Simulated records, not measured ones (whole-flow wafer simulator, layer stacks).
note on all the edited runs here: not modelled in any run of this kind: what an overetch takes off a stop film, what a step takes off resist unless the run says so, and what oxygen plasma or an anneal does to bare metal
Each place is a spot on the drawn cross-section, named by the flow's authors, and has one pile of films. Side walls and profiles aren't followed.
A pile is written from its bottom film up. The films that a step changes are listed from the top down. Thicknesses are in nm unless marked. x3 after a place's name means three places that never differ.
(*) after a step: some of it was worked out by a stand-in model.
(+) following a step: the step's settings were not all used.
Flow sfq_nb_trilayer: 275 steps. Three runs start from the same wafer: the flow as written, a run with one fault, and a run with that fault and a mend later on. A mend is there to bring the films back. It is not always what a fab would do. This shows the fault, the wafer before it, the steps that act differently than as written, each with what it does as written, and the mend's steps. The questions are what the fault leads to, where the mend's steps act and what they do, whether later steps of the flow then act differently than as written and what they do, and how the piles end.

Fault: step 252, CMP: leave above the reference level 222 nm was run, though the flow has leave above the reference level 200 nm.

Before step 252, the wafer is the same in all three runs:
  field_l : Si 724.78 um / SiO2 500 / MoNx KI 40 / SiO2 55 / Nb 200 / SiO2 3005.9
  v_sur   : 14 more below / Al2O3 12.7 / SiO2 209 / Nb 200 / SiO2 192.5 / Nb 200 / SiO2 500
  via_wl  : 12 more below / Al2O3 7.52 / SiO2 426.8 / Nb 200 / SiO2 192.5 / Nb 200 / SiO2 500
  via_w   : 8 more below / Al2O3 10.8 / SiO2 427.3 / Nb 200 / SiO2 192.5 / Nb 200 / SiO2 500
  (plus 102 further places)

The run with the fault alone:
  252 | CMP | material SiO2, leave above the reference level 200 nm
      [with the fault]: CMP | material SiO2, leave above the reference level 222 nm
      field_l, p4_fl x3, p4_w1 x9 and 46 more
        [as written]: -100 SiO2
        [with the fault]: -78 SiO2
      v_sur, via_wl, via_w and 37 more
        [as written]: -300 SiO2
        [with the fault]: -278 SiO2
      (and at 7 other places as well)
  Steps further on in the flow that do not act as written (not shown: 3 more steps that differ only slightly, by at most 2% or 0.5 nm, whichever is larger):
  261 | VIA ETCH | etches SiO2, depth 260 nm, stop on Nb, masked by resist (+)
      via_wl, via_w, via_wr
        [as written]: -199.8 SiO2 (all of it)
        [with the fault]: -221.8 SiO2 (all of it)
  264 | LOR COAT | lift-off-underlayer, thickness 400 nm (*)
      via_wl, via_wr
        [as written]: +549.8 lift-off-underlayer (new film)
        [with the fault]: +566.2 lift-off-underlayer (new film)
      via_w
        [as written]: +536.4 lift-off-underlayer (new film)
        [with the fault]: +551.4 lift-off-underlayer (new film)
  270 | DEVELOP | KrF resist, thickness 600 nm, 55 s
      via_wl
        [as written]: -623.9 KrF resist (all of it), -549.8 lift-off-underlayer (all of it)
        [with the fault]: -626.6 KrF resist (all of it), -566.2 lift-off-underlayer (all of it)
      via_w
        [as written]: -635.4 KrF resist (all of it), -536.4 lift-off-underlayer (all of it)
        [with the fault]: -639.5 KrF resist (all of it), -551.4 lift-off-underlayer (all of it)
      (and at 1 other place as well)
  At v_sur, via_sp, via_v and 65 more, the piles at the end differ from the flow's by more than 2% or 0.5 nm, whichever is larger.
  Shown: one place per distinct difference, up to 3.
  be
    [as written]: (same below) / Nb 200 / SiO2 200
    [with the fault]: (same below) / Nb 200 / SiO2 222
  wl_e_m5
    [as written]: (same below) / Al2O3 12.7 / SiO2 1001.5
    [with the fault]: (same below) / Al2O3 12.7 / SiO2 1023.5
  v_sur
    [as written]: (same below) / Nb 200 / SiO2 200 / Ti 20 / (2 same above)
    [with the fault]: (same below) / Nb 200 / SiO2 222 / Ti 20 / (2 same above)

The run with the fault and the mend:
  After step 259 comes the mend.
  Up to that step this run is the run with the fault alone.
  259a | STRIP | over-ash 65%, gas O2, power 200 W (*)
      field_l, v_sur, via_sp and 100 more
        -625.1 KrF resist (all of it), -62 anti-reflective coat (all of it)
      via_wl, via_w, via_wr
        -62 anti-reflective coat (all of it)
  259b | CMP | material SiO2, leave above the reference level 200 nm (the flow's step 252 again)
      field_l, v_sur, via_wl and 103 more
        -22 SiO2
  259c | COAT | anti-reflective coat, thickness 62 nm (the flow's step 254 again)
      field_l, v_sur, via_wl and 103 more
        +62 anti-reflective coat (new film)
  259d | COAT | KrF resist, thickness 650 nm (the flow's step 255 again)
      field_l, v_sur, via_wl and 103 more
        +650 KrF resist (new film)
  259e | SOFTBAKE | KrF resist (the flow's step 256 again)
      does not change any film at any place that is followed
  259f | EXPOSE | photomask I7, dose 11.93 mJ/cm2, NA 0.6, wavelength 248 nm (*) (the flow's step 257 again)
      does not change any film at any place that is followed
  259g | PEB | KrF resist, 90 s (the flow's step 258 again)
      field_l, v_sur, via_wl and 103 more
        -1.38 KrF resist
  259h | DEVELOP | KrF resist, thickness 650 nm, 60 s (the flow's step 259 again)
      field_l, v_sur, via_sp and 100 more
        -23.5 KrF resist
      via_wl, via_w, via_wr
        -648.6 KrF resist (all of it)
  Later steps of the flow that are run all act as written at every place that is followed.
  By the end, the piles equal the flow's at every place that both follow.
